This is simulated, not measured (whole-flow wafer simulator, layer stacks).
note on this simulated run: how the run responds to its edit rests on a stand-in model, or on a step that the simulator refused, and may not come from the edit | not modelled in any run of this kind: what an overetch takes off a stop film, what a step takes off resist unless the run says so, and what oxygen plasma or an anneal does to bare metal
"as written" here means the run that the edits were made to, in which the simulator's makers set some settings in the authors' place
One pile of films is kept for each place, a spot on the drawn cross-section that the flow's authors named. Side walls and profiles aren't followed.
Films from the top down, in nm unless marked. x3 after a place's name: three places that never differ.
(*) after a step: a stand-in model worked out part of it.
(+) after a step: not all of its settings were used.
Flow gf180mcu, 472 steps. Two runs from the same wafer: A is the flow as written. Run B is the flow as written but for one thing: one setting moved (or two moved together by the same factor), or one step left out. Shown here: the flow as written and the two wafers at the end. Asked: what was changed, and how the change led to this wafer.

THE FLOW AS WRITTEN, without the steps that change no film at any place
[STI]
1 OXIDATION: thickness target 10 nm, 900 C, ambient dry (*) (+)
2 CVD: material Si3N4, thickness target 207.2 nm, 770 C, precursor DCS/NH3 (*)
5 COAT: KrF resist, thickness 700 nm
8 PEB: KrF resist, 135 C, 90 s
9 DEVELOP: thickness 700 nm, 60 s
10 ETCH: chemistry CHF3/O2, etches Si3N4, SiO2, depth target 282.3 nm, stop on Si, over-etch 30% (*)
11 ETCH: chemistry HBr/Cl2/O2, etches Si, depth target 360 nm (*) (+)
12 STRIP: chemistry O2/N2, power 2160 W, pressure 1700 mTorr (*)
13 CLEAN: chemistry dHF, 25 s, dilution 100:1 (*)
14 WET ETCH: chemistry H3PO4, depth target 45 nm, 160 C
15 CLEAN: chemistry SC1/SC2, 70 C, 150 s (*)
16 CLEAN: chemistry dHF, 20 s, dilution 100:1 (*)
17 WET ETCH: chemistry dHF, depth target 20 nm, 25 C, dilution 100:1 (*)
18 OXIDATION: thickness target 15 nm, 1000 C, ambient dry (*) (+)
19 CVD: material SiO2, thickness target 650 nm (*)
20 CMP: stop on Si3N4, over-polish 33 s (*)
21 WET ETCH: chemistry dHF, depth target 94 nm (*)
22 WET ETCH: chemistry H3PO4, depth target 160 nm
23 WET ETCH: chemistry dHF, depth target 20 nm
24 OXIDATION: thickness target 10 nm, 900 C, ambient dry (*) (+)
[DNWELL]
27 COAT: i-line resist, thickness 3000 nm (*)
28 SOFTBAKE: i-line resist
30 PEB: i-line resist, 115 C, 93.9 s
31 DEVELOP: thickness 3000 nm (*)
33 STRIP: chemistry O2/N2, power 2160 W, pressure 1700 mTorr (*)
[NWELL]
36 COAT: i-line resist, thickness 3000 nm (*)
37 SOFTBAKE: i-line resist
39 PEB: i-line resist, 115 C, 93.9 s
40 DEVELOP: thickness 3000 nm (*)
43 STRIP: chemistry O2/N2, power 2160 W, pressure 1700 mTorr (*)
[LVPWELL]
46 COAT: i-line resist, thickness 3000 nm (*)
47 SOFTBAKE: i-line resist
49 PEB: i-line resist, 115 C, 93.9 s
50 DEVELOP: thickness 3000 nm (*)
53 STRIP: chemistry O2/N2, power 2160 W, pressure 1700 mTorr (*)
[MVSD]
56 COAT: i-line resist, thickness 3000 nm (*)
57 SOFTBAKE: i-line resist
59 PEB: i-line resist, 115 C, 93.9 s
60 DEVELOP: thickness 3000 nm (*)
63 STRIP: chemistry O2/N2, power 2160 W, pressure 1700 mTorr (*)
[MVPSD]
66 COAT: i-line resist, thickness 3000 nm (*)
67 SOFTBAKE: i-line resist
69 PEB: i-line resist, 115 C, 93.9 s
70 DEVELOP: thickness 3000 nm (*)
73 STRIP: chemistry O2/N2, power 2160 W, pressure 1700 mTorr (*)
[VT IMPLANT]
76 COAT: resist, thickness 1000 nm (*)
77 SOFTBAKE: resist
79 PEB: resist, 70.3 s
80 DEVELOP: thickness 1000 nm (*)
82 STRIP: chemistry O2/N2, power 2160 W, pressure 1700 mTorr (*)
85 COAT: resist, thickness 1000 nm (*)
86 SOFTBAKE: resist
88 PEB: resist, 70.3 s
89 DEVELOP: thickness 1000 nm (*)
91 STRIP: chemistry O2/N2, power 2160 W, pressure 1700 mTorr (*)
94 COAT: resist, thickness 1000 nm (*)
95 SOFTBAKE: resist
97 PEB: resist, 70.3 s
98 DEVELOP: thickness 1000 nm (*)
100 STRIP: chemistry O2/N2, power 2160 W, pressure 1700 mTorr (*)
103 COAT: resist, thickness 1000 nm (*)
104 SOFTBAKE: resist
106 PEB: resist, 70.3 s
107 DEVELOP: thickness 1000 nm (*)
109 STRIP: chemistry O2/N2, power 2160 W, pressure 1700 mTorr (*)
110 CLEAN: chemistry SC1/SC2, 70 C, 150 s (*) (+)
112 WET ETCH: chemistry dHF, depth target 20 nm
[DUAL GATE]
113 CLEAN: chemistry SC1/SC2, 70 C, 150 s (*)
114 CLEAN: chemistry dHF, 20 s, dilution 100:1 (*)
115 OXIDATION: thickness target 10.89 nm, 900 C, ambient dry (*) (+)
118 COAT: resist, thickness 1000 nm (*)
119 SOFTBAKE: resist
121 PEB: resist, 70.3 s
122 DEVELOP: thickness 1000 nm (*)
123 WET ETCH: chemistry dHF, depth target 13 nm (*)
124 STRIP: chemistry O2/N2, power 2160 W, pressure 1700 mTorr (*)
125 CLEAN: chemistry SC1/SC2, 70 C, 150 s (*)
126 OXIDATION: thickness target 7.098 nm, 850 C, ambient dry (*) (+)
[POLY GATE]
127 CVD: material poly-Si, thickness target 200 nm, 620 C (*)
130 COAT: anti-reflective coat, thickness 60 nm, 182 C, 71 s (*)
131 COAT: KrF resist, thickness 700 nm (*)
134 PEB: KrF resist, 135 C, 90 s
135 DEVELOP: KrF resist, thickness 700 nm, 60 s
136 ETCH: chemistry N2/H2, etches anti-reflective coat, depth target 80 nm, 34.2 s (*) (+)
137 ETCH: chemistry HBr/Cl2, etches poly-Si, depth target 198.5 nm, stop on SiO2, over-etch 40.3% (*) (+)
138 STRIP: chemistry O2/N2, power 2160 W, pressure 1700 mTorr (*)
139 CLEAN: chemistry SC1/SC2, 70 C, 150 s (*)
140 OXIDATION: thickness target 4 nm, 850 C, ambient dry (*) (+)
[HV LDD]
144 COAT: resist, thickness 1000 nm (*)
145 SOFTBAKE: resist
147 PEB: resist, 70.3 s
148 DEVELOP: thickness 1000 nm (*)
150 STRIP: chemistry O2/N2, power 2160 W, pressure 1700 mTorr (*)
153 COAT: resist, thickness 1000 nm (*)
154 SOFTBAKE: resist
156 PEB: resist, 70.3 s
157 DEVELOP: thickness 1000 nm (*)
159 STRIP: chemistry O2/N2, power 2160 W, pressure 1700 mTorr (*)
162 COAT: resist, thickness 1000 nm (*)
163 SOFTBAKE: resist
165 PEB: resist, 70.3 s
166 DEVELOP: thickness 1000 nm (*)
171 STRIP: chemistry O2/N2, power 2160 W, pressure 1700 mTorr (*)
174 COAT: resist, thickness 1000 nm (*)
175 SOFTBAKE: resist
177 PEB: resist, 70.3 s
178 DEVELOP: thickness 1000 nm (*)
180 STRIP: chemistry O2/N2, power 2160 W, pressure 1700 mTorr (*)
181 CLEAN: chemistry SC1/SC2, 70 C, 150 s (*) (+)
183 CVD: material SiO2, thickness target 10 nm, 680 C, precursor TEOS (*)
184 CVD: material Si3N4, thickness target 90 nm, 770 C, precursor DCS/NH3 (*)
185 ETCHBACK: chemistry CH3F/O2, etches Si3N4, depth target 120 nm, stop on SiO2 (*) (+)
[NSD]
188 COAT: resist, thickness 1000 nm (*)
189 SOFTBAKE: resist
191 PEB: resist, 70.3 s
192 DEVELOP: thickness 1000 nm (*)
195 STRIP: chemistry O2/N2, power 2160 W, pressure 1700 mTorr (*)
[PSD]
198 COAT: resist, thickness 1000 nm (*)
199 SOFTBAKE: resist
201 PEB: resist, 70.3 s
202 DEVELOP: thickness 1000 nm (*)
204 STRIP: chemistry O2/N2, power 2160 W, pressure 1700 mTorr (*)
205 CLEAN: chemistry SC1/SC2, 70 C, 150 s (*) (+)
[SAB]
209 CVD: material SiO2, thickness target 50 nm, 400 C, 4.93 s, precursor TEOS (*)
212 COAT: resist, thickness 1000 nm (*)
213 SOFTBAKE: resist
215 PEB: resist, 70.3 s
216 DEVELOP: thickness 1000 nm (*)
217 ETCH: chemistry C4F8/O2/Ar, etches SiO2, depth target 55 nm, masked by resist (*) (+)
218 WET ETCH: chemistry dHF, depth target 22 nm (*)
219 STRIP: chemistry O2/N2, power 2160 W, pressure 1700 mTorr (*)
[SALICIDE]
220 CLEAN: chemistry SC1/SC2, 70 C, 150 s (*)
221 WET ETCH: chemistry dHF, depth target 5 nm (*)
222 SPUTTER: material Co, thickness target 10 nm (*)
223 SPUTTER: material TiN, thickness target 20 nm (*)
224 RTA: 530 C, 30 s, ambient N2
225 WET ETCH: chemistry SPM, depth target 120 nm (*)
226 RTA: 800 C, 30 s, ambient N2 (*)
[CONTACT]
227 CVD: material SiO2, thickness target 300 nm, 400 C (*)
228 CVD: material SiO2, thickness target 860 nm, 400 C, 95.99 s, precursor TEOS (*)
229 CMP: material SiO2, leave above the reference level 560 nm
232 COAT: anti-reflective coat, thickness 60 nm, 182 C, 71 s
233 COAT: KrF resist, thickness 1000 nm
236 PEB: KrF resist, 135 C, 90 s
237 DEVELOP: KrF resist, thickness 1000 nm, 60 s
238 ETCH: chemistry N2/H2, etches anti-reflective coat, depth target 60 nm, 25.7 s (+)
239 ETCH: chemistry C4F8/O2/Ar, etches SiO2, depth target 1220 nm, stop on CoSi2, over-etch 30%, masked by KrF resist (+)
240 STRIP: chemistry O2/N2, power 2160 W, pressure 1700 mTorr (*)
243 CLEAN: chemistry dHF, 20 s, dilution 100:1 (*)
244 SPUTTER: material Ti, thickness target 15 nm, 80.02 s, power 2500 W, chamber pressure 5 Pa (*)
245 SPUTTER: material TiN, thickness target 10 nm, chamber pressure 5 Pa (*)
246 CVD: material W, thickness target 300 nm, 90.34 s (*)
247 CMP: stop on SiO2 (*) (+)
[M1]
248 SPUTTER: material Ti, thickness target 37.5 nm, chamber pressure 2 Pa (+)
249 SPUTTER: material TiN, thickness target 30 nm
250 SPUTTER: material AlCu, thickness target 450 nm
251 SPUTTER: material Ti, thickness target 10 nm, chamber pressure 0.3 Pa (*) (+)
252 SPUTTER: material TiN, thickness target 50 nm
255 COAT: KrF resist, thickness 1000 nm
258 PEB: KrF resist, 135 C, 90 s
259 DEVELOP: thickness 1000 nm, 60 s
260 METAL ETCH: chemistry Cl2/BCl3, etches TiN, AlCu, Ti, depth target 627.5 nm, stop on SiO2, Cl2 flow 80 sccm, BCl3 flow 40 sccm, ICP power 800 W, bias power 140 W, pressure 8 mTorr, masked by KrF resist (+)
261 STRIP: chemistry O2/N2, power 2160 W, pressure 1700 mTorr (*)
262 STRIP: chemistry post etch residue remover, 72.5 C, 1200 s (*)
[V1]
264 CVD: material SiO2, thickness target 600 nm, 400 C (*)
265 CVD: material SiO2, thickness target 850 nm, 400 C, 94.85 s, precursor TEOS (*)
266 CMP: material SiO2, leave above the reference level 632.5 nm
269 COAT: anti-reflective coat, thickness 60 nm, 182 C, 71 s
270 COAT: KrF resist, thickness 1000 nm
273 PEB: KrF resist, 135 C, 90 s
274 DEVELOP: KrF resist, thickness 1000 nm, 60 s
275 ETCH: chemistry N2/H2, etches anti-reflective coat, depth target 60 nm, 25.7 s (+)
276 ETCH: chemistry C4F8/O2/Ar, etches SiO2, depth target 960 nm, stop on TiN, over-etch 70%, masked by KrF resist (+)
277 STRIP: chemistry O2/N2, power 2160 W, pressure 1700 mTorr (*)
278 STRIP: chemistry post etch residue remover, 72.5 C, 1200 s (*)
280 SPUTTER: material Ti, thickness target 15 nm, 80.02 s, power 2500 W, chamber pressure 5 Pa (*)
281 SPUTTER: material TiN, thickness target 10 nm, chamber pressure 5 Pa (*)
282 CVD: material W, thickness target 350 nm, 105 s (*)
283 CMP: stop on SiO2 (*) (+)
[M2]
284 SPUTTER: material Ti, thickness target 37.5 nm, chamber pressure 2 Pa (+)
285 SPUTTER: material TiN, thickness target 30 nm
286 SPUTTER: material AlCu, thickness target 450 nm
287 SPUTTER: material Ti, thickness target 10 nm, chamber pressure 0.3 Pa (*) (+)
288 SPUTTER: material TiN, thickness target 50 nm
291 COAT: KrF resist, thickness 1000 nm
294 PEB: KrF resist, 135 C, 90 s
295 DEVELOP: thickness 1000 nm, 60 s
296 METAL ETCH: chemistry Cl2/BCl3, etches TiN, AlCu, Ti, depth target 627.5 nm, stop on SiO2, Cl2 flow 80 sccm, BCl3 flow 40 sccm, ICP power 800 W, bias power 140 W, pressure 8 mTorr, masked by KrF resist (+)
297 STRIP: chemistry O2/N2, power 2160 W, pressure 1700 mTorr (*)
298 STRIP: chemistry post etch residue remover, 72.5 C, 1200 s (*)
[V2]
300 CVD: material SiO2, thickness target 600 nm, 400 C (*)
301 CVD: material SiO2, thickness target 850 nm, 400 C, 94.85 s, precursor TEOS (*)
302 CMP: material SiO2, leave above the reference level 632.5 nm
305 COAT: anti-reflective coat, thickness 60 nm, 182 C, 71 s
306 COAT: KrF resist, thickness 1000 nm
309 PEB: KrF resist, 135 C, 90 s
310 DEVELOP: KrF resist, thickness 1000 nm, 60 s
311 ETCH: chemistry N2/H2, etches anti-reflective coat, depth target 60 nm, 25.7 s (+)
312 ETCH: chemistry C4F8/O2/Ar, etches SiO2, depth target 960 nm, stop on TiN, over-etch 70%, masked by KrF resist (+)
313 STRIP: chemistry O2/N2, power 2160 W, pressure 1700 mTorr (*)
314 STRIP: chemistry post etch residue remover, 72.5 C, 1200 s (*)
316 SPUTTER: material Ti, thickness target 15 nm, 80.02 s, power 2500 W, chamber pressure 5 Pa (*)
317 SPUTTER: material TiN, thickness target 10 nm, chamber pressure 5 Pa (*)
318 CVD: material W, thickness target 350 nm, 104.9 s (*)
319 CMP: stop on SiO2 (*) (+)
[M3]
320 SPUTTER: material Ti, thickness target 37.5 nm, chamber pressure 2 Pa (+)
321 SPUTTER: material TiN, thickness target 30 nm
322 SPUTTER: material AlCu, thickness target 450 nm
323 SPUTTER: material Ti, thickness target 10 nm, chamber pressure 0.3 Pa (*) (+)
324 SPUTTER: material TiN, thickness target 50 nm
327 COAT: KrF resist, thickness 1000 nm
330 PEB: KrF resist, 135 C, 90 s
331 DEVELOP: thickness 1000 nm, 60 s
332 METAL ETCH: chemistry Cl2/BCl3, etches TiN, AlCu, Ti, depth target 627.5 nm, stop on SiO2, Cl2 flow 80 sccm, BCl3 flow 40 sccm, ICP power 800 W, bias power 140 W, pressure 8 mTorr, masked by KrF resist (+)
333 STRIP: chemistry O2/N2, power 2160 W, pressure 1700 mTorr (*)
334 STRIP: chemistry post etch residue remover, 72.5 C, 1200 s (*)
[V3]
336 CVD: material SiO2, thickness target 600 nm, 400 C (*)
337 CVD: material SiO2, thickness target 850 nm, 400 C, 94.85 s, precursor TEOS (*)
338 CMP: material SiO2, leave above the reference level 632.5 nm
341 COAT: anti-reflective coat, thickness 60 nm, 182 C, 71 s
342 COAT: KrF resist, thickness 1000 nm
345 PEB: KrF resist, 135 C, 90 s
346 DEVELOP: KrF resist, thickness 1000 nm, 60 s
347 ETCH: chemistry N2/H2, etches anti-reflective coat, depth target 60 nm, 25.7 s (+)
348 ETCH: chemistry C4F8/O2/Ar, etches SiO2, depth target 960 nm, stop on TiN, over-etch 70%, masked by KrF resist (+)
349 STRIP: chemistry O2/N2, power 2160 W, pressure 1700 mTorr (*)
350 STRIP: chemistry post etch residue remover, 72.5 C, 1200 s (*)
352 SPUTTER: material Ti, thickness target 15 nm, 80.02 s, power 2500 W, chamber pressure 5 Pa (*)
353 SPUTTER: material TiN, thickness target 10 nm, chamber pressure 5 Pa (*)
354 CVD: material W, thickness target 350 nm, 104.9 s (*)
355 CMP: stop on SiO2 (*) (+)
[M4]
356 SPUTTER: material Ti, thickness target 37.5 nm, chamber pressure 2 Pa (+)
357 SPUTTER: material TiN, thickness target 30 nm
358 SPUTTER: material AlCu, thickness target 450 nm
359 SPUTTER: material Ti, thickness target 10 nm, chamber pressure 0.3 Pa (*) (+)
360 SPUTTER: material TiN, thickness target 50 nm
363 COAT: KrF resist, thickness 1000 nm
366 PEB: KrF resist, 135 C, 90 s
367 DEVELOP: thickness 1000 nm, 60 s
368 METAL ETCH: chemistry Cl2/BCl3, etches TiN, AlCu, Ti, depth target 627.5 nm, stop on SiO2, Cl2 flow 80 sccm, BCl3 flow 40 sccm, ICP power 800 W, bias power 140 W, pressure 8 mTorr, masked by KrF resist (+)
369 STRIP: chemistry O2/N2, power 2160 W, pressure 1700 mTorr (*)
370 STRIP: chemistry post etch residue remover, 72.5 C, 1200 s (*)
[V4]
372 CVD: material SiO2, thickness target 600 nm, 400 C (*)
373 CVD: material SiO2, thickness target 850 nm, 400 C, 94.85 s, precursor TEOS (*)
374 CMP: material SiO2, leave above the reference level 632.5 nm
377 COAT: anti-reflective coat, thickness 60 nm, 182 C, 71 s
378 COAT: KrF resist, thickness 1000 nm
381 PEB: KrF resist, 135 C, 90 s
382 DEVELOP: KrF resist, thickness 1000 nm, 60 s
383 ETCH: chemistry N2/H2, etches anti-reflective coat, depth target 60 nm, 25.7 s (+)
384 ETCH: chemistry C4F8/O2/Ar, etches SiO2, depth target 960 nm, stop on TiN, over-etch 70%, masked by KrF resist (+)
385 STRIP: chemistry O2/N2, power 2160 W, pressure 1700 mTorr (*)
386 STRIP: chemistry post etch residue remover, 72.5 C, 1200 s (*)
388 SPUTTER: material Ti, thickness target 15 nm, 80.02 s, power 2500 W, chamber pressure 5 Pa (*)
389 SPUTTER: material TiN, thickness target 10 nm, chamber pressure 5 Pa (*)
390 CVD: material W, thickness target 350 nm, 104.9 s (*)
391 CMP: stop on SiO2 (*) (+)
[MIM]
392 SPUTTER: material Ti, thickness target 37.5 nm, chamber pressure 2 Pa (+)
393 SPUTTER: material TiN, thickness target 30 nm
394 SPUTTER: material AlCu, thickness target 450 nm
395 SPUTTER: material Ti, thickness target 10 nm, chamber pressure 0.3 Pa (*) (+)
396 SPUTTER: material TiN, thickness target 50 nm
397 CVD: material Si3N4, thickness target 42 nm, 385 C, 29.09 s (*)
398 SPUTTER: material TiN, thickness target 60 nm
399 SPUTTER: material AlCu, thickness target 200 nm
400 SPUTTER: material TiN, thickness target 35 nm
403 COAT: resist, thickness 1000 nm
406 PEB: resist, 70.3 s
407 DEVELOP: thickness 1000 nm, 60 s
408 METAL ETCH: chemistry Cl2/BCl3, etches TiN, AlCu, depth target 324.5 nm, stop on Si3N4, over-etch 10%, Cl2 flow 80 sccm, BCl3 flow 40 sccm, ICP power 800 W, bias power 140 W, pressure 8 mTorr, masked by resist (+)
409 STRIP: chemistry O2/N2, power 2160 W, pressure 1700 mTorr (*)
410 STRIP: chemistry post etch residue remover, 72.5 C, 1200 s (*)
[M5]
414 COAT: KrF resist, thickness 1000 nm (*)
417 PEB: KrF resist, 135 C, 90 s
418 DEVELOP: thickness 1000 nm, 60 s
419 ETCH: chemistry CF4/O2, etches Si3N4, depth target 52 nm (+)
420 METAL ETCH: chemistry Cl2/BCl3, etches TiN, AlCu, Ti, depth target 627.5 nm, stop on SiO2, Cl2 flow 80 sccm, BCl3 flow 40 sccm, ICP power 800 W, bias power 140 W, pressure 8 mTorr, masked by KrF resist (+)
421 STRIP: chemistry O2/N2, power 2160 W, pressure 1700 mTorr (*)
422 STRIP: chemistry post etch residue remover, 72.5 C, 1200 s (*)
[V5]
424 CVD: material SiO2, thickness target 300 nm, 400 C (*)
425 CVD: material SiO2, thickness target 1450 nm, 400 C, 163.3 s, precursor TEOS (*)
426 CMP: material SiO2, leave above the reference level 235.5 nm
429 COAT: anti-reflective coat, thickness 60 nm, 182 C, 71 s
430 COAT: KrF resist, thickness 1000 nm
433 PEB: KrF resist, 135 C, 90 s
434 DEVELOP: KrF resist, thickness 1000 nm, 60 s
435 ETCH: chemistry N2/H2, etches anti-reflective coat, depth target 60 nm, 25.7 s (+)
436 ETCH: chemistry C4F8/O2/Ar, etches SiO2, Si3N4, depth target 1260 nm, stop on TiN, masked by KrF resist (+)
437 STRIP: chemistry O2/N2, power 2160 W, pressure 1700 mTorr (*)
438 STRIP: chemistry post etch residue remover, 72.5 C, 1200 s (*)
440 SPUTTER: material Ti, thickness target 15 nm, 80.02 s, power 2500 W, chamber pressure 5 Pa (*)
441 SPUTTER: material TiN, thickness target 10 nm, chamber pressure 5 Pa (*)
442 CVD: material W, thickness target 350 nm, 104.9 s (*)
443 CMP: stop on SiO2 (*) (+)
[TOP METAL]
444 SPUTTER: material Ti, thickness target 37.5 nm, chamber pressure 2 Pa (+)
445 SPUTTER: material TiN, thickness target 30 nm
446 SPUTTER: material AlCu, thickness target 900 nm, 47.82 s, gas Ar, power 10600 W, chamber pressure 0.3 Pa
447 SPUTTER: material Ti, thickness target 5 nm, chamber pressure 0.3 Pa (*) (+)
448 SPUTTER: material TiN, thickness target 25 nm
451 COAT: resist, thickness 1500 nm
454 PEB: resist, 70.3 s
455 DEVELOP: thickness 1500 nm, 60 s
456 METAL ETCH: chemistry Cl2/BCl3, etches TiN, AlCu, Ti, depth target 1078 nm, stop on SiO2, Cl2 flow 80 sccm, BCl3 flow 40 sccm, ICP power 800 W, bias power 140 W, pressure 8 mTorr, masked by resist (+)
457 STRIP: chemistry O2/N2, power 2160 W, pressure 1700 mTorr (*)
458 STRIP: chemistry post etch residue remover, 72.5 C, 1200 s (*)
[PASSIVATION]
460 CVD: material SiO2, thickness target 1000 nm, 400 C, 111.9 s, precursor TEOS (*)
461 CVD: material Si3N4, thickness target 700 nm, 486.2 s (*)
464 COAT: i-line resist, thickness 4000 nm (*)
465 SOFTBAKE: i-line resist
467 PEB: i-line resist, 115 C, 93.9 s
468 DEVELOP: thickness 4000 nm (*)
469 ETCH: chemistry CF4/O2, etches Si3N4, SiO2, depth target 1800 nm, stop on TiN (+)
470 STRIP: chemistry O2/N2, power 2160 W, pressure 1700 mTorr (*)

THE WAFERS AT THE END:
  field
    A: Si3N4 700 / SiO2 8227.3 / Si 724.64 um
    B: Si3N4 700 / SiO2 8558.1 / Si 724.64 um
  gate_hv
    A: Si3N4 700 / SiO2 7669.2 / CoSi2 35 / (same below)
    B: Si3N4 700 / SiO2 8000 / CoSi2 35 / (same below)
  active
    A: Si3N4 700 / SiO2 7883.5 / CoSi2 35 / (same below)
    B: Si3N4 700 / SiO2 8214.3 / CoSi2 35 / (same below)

The cause: step 338, CMP: leave above the reference level 964.6 nm was run, where the flow has leave above the reference level 632.5 nm.

How the change led to this, step by step:
  338 CMP: material SiO2, leave above the reference level 632.5 nm
      field, field__w1, field__w2 and 103 more: A SiO2 -300 | B nothing
      field__w8, contact, m1, m1__w1, m1_nw: A SiO2 -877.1 | B SiO2 -545
  341 COAT: anti-reflective coat, thickness 60 nm, 182 C, 71 s
      field: A anti-reflective coat +60 (new film) | B anti-reflective coat +72.7 (new film)
      field__w8: A anti-reflective coat +60 (new film) | B anti-reflective coat +41.7 (new film)
      (and at 11 more places)
  347 ETCH: chemistry N2/H2, etches anti-reflective coat, depth target 60 nm, 25.7 s (+)
      contact: A anti-reflective coat -60 (all of it), SiO2 -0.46 | B anti-reflective coat -42.4 (all of it), SiO2 -0.91
  348 ETCH: chemistry C4F8/O2/Ar, etches SiO2, depth target 960 nm, stop on TiN, over-etch 70%, masked by KrF resist (+)
      contact: A SiO2 -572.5 (all of it) | B SiO2 -904.1 (all of it)
  349 STRIP: chemistry O2/N2, power 2160 W, pressure 1700 mTorr (*)
      field: A KrF resist -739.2 (all of it), anti-reflective coat -60 (all of it) | B KrF resist -732.7 (all of it), anti-reflective coat -72.7 (all of it)
      field__w8: A KrF resist -739.2 (all of it), anti-reflective coat -60 (all of it) | B KrF resist -736.2 (all of it), anti-reflective coat -41.7 (all of it)
      (and at 10 more places)
  352 SPUTTER: material Ti, thickness target 15 nm, 80.02 s, power 2500 W, chamber pressure 5 Pa (*)
      contact: A Ti +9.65 (new film) | B Ti +8.11 (new film)
  353 SPUTTER: material TiN, thickness target 10 nm, chamber pressure 5 Pa (*)
      contact: A TiN +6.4 (new film) | B TiN +5.38 (new film)
  354 CVD: material W, thickness target 350 nm, 104.9 s (*)
      contact: A W +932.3 (new film) | B W +1234.8 (new film)
  355 CMP: stop on SiO2 (*) (+)
      m1, m1__w1, m1_nw: A W -350 (all of it), TiN -10 (all of it), Ti -15 (all of it), SiO2 -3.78 | B W -350 (all of it), TiN -10 (all of it), Ti -15 (all of it), SiO2 -5.08
      field__w8: A W -350 (all of it), TiN -10 (all of it), Ti -15 (all of it), SiO2 -3.78 | B W -350 (all of it), TiN -10 (all of it), Ti -15 (all of it), SiO2 -5.09
  363 COAT: KrF resist, thickness 1000 nm
      field__w8: A KrF resist +1000 (new film) | B KrF resist +974.5 (new film)
      m1: A KrF resist +1000 (new film) | B KrF resist +974.1 (new film)
      (and at 2 more places)
  369 STRIP: chemistry O2/N2, power 2160 W, pressure 1700 mTorr (*)
      field__w8: A KrF resist -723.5 (all of it) | B KrF resist -698.3 (all of it)
      m1: A KrF resist -723.5 (all of it) | B KrF resist -697.9 (all of it)
      (and at 2 more places)
  374 CMP: material SiO2, leave above the reference level 632.5 nm
      field, field__w1, field__w2 and 103 more: A SiO2 -300 | B SiO2 -269.2
      contact: A SiO2 -877.1 | B SiO2 -846.3
  384 ETCH: chemistry C4F8/O2/Ar, etches SiO2, depth target 960 nm, stop on TiN, over-etch 70%, masked by KrF resist (+)
      contact: A SiO2 -572.5 (all of it) | B SiO2 -603.3 (all of it)
  390 CVD: material W, thickness target 350 nm, 104.9 s (*)
      contact: A W +932.3 (new film) | B W +963.4 (new film)
